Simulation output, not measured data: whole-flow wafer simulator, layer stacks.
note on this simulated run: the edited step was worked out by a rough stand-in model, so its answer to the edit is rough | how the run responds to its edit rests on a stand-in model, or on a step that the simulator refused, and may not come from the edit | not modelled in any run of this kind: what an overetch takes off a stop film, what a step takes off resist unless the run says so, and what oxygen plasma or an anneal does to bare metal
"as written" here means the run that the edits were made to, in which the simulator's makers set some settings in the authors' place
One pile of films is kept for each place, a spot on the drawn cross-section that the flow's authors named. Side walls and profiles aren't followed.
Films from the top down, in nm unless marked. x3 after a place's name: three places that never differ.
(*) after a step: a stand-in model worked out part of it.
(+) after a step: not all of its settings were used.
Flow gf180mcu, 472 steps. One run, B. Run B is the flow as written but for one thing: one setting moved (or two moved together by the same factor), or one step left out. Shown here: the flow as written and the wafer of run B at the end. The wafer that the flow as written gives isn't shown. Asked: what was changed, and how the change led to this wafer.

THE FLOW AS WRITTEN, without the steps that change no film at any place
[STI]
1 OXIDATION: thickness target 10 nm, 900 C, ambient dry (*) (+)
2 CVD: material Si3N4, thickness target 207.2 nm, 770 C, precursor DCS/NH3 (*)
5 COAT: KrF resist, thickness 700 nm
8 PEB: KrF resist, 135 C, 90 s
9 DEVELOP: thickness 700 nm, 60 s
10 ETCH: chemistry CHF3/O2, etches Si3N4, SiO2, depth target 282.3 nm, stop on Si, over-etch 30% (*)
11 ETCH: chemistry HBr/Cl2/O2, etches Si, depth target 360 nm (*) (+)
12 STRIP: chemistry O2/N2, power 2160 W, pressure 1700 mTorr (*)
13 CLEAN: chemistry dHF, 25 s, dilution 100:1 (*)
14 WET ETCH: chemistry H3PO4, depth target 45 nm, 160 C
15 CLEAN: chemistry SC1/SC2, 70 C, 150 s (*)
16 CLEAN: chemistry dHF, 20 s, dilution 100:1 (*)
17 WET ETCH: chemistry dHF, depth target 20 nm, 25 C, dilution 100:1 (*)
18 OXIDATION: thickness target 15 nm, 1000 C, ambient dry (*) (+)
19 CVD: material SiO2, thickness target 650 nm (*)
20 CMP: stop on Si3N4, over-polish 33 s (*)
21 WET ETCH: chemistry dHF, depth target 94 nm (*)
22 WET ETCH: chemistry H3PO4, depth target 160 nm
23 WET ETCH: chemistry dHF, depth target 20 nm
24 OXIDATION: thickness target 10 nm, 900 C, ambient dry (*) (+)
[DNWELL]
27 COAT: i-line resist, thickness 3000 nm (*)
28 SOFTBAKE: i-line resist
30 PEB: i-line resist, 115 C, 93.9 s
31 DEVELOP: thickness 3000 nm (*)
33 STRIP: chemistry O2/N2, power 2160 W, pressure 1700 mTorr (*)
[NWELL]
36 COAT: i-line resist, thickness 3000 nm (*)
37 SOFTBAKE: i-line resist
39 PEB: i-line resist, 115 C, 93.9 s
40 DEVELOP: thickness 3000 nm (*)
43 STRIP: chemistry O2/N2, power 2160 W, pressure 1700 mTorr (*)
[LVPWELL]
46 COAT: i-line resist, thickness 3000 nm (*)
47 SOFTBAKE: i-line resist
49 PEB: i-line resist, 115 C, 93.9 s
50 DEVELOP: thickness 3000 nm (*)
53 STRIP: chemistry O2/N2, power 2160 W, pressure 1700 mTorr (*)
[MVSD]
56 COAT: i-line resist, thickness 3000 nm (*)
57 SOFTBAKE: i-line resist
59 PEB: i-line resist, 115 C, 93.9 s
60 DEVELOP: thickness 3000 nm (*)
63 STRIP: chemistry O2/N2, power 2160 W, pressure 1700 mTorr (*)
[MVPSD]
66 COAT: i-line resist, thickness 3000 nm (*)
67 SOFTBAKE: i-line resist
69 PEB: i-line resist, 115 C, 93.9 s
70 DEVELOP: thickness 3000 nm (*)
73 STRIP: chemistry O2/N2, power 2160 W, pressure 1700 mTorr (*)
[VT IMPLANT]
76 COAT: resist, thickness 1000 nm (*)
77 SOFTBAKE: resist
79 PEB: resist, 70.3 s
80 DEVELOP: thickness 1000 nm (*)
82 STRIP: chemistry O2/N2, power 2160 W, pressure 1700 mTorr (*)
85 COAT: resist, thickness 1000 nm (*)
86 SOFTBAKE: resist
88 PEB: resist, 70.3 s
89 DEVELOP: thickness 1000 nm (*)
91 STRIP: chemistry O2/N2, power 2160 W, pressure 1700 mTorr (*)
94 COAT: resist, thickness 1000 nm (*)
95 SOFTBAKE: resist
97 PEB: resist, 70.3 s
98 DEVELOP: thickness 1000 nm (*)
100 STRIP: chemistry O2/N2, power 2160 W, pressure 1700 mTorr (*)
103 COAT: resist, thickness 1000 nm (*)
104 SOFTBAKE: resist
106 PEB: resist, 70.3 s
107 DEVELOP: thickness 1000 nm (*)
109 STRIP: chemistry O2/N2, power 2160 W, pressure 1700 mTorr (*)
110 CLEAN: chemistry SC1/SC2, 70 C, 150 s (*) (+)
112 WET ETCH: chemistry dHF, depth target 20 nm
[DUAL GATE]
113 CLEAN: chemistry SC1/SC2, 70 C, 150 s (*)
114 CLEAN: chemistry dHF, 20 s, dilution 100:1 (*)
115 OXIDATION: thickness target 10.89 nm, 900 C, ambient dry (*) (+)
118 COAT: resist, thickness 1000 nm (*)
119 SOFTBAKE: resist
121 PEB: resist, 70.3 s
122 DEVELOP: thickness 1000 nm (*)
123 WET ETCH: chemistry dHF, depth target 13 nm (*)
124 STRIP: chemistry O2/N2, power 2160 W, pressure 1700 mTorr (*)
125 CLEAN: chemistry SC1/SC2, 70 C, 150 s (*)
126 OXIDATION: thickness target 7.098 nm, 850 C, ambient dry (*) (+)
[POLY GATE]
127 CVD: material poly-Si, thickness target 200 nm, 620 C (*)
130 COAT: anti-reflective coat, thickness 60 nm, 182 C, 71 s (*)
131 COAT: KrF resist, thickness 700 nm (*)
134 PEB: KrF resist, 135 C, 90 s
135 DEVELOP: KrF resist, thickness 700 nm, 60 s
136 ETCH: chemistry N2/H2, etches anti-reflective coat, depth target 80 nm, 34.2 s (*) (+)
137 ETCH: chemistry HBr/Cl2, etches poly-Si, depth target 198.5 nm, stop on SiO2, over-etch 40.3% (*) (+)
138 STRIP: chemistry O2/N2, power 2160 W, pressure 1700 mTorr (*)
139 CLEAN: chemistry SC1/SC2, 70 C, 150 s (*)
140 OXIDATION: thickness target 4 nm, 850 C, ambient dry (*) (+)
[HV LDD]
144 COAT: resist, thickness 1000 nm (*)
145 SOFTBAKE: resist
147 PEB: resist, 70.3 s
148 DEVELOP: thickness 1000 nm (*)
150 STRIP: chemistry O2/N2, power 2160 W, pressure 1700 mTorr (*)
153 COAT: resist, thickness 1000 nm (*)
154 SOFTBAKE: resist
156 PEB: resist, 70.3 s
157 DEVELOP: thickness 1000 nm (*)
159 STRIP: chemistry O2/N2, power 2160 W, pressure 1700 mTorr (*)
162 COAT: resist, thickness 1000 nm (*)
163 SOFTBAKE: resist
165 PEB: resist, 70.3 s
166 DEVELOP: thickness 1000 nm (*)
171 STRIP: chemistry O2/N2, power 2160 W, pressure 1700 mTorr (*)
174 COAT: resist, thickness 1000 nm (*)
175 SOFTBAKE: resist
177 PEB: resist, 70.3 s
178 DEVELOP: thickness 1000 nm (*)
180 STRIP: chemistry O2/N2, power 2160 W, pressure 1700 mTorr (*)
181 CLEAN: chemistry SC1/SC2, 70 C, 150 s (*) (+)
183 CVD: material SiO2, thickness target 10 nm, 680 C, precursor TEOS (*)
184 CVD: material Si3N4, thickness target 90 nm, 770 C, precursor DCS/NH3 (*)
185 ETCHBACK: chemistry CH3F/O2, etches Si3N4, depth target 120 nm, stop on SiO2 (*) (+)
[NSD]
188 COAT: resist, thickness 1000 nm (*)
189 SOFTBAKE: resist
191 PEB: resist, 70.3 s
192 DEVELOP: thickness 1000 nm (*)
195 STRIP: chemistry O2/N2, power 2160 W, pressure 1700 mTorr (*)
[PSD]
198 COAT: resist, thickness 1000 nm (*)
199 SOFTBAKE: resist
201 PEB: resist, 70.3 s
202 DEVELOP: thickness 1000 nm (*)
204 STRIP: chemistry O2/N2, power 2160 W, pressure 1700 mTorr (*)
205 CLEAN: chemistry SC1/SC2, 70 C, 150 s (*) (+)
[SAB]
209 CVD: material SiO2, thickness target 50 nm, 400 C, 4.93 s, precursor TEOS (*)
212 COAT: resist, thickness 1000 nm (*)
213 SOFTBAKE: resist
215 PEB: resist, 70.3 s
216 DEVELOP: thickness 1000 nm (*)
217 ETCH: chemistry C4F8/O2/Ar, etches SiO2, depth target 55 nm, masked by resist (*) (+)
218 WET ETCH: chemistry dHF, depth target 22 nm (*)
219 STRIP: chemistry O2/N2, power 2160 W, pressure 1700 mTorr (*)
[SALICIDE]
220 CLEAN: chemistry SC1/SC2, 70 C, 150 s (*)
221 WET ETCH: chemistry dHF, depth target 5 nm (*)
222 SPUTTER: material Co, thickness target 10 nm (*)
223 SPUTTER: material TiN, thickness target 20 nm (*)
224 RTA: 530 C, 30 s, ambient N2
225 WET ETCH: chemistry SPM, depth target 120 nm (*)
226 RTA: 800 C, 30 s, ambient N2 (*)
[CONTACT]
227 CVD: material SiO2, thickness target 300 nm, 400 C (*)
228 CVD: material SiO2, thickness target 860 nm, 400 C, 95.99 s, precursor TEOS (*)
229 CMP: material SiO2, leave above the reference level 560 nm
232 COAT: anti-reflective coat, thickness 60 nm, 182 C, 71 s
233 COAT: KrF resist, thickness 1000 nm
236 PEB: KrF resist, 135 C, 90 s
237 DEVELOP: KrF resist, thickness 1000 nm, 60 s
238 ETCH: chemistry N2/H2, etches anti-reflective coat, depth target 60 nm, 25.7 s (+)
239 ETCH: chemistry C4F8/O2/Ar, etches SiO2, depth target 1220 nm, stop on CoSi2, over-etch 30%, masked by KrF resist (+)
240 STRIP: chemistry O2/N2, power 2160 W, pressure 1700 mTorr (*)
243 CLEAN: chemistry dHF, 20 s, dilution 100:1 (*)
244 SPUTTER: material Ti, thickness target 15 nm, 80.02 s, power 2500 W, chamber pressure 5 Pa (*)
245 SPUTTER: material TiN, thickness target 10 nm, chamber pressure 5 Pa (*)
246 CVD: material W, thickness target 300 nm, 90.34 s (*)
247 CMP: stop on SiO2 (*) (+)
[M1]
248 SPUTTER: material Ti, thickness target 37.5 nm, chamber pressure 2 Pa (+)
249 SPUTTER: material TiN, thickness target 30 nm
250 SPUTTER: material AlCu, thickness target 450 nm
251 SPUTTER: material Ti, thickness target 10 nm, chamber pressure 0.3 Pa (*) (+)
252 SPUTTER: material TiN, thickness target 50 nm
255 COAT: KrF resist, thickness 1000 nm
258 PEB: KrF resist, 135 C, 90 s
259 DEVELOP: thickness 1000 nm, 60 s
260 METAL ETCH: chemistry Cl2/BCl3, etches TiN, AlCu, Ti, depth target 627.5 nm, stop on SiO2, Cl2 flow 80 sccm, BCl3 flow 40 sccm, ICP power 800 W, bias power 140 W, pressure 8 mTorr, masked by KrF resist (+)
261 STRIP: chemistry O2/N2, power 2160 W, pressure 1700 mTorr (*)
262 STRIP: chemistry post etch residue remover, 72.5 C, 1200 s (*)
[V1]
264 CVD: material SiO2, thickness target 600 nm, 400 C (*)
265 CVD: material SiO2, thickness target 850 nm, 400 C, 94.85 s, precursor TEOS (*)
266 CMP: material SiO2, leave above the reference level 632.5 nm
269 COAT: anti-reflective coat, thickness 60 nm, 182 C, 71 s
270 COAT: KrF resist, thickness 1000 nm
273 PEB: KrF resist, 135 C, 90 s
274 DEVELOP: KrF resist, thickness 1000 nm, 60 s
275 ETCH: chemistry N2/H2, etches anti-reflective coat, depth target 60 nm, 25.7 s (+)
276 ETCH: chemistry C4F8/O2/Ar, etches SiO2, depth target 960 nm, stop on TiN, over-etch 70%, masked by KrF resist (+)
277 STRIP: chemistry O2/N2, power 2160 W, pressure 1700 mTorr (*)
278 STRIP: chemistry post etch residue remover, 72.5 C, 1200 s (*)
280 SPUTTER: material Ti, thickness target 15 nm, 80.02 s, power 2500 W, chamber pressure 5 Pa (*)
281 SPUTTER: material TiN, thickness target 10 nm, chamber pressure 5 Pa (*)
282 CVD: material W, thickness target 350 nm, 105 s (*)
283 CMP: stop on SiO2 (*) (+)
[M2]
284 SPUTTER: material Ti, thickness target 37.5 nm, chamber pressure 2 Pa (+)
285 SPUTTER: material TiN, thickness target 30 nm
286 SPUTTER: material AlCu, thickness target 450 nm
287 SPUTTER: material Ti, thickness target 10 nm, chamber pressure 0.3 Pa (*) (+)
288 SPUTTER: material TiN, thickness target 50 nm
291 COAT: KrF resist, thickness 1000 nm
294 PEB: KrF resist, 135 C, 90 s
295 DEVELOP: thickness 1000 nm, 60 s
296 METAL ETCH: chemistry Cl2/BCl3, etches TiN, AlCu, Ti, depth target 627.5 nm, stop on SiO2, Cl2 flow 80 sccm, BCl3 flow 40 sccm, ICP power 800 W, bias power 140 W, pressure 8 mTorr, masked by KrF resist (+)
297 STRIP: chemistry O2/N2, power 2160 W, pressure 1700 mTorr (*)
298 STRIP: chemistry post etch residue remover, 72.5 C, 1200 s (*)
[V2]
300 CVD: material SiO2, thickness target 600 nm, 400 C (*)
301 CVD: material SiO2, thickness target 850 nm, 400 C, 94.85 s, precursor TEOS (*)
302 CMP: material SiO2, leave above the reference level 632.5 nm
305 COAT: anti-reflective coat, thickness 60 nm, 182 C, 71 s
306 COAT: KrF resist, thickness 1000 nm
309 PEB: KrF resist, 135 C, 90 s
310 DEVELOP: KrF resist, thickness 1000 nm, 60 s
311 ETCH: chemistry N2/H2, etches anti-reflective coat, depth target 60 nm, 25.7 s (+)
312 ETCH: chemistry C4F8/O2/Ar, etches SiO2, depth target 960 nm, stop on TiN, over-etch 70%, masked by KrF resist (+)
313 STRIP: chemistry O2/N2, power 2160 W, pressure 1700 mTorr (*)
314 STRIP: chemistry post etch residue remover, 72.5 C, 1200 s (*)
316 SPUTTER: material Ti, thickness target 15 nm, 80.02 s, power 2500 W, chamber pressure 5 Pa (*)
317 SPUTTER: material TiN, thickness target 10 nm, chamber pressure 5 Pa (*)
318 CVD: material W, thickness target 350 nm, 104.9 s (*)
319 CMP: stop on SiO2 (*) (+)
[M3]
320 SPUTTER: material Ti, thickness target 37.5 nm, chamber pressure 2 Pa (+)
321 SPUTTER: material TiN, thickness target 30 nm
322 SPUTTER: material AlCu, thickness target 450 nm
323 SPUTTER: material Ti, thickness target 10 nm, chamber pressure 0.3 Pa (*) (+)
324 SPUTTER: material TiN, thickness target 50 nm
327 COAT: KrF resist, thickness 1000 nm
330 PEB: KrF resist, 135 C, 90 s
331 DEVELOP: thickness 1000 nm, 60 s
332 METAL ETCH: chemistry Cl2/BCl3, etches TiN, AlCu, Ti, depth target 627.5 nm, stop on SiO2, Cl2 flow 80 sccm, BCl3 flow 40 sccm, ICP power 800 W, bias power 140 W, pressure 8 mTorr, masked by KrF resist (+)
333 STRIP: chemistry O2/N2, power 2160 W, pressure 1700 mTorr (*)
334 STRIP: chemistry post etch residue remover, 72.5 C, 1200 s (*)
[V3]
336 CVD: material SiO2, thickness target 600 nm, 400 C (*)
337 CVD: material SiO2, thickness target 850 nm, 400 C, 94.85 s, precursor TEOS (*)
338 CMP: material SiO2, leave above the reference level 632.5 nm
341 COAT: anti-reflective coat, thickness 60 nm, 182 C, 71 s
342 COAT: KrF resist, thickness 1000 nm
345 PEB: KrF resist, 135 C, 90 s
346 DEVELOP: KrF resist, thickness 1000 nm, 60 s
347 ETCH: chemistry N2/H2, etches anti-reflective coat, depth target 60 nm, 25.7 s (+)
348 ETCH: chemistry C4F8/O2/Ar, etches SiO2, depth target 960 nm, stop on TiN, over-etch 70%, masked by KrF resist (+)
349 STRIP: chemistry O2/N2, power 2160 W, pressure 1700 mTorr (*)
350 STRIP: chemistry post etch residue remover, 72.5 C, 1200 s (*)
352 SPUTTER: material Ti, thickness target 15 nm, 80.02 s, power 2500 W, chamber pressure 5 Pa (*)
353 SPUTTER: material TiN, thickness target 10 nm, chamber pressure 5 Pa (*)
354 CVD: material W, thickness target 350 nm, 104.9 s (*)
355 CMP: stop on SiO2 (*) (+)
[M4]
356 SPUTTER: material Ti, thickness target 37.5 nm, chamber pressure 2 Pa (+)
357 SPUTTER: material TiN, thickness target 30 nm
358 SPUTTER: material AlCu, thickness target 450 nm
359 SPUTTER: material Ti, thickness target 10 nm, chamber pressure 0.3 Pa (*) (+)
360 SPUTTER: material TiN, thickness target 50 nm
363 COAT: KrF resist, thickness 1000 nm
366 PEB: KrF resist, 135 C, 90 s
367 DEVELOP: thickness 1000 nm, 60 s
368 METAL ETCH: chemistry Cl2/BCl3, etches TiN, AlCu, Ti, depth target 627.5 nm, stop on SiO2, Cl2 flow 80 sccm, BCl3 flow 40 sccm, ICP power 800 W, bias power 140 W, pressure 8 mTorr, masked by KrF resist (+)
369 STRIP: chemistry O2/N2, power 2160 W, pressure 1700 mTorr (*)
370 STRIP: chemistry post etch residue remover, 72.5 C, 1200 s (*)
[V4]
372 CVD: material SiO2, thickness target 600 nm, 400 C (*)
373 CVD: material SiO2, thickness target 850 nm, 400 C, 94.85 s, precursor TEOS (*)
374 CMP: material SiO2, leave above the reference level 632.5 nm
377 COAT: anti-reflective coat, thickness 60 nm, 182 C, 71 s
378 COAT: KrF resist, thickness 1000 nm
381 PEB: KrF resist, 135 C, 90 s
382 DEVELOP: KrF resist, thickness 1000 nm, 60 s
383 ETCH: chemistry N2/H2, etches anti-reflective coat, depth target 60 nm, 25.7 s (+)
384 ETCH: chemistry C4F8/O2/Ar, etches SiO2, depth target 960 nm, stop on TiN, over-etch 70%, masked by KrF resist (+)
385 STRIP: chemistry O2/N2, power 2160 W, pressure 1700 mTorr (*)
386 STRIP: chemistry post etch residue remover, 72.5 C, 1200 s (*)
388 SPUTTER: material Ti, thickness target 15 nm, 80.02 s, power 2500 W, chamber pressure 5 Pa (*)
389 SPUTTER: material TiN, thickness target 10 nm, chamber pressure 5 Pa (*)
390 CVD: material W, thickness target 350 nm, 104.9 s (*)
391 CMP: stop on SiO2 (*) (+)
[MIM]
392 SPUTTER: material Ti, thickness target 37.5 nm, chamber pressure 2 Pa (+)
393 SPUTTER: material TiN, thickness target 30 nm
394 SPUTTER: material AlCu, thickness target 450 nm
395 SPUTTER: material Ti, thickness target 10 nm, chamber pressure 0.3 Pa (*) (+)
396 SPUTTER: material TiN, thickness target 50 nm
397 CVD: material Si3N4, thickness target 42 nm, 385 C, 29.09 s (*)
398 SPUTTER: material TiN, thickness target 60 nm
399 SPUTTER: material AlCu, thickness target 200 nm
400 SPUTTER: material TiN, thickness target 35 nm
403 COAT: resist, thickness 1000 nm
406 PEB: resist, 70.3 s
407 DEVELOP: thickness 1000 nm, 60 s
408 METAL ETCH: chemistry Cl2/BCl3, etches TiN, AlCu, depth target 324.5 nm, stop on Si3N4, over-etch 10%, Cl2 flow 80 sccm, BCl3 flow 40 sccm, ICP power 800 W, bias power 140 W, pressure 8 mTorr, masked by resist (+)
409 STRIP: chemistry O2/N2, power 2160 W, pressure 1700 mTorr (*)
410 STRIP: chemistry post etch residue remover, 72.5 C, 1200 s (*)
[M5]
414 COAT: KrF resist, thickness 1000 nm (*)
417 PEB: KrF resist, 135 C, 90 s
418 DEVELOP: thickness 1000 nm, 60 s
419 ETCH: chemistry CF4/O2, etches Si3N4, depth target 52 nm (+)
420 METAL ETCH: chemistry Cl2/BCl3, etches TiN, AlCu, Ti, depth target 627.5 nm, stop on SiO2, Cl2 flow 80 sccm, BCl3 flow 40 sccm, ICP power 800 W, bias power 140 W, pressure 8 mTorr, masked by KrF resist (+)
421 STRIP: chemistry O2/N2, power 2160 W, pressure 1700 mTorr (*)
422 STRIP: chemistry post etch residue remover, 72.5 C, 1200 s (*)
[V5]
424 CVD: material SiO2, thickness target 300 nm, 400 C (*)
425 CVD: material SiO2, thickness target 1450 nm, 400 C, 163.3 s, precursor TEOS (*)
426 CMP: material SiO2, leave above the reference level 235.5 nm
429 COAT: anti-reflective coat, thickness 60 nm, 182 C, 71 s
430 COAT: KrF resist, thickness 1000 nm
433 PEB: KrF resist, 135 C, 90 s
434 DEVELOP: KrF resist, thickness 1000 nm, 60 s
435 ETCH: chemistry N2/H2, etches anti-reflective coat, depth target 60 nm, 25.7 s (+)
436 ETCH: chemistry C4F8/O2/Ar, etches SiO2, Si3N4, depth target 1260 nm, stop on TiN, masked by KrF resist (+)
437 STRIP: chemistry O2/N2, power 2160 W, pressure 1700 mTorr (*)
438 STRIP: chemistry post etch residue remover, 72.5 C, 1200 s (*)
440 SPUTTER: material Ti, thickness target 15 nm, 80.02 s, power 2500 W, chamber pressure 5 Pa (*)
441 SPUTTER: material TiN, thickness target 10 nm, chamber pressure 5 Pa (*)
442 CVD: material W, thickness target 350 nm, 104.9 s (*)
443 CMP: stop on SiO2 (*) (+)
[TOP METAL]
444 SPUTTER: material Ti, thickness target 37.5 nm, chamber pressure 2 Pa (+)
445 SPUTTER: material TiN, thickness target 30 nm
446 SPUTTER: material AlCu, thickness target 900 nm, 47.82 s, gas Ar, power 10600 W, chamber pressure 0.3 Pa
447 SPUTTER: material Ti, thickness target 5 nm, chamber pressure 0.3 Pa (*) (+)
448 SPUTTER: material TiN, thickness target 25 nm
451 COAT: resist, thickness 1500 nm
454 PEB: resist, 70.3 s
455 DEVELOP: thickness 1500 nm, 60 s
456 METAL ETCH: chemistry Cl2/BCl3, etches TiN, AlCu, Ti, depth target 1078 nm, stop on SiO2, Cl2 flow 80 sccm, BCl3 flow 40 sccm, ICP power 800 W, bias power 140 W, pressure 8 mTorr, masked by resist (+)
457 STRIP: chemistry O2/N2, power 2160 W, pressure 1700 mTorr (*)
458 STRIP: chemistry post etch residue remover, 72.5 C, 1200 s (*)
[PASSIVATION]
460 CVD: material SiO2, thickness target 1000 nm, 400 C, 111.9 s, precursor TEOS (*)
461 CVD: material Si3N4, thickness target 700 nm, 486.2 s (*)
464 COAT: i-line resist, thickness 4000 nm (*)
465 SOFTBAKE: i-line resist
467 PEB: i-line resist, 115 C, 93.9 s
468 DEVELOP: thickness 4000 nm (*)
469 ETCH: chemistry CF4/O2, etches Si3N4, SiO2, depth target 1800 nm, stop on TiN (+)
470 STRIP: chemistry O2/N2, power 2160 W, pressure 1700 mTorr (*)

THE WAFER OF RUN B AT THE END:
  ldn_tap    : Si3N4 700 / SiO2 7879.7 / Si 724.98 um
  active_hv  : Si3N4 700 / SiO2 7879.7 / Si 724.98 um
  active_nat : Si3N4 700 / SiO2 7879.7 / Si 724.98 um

The cause: step 218, WET ETCH: depth target 9.9 nm was run, where the flow has depth target 22 nm.

How the change led to this, step by step:
  218 WET ETCH: chemistry dHF, depth target 22 nm (*)
      ldn_tap, ldn_src, ldn_drn, ldp_tap, ldp_src, ldp_drn, ldp_gr: SiO2 -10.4 (as written it would be: SiO2 -16 (all of it))
      ld_drn_n, ld_sd_p: SiO2 -10.1 (as written it would be: SiO2 -14.8 (all of it))
      (and at 56 more places)
  219 STRIP: chemistry O2/N2, power 2160 W, pressure 1700 mTorr (*)
      active_hv, active_nat, ld_sd_n and 11 more: nothing (as written it would be: chemical SiO2 +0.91 (new film), Si -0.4)
  221 WET ETCH: chemistry dHF, depth target 5 nm (*)
      active_hv, active_nat, ld_sd_n and 10 more: SiO2 -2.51 (as written it would be: chemical SiO2 -0.76 (all of it))
      ld_drn_p: SiO2 -1.51 (all of it) (as written it would be: chemical SiO2 -0.76 (all of it))
  222 SPUTTER: material Co, thickness target 10 nm (*)
      field__w12: Co +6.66 (new film) (as written it would be: Co +6.15 (new film))
  223 SPUTTER: material TiN, thickness target 20 nm (*)
      field__w12: TiN +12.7 (new film) (as written it would be: TiN +12 (new film))
      ld_sd_n: TiN +16.3 (new film) (as written it would be: TiN +15.5 (new film))
  224 RTA: 530 C, 30 s, ambient N2
      ldn_tap, ldn_src, ldn_drn, ldp_tap, ldp_src, ldp_drn, ldp_gr: nothing (as written it would be: under 1 film: CoSi +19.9 (new film), Co -10 (all of it), Si -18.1)
      active_hv: nothing (as written it would be: under 1 film: CoSi +19 (new film), Co -9.55 (all of it), Si -17.3)
      (and at 5 more places)
  225 WET ETCH: chemistry SPM, depth target 120 nm (*)
      ldn_tap, ldn_src, ldn_drn, ldp_tap, ldp_src, ldp_drn, ldp_gr: TiN -20 (all of it), Co -10 (all of it) (as written it would be: TiN -20 (all of it))
      active_hv: TiN -19 (all of it), Co -9.56 (all of it) (as written it would be: TiN -19 (all of it))
      (and at 6 more places)
  226 RTA: 800 C, 30 s, ambient N2 (*)
      ldn_tap, ldn_src, ldn_drn, ldp_tap, ldp_src, ldp_drn, ldp_gr: nothing (as written it would be: CoSi2 +35 (new film), CoSi -19.9 (all of it), Si -18.1)
      active_hv: nothing (as written it would be: CoSi2 +33.4 (new film), CoSi -19 (all of it), Si -17.3)
      (and at 5 more places)
  227 CVD: material SiO2, thickness target 300 nm, 400 C (*)
      active_hv, active_nat, ld_sd_n and 10 more: SiO2 +300 (as written it would be: SiO2 +300 (new film))
  229 CMP: material SiO2, leave above the reference level 560 nm
      ldn_sep__w1, ldn_sep__w2, ldn_dft and 8 more: SiO2 -324.4 (as written it would be: SiO2 -311)
      sti, mim_1p0, pad, dice_street, iso_nw_fld, iso_fld_sub: SiO2 -310.1 (as written it would be: SiO2 -296.8)
      (and at 34 more places)
Counting metal films that touch as one body, ldn_tap has 0 bodies; the flow as written gives 1 body.
Counting metal films that touch as one body, active_hv has 0 bodies; the flow as written gives 1 body.
Counting metal films that touch as one body, active_nat has 0 bodies; the flow as written gives 1 body.
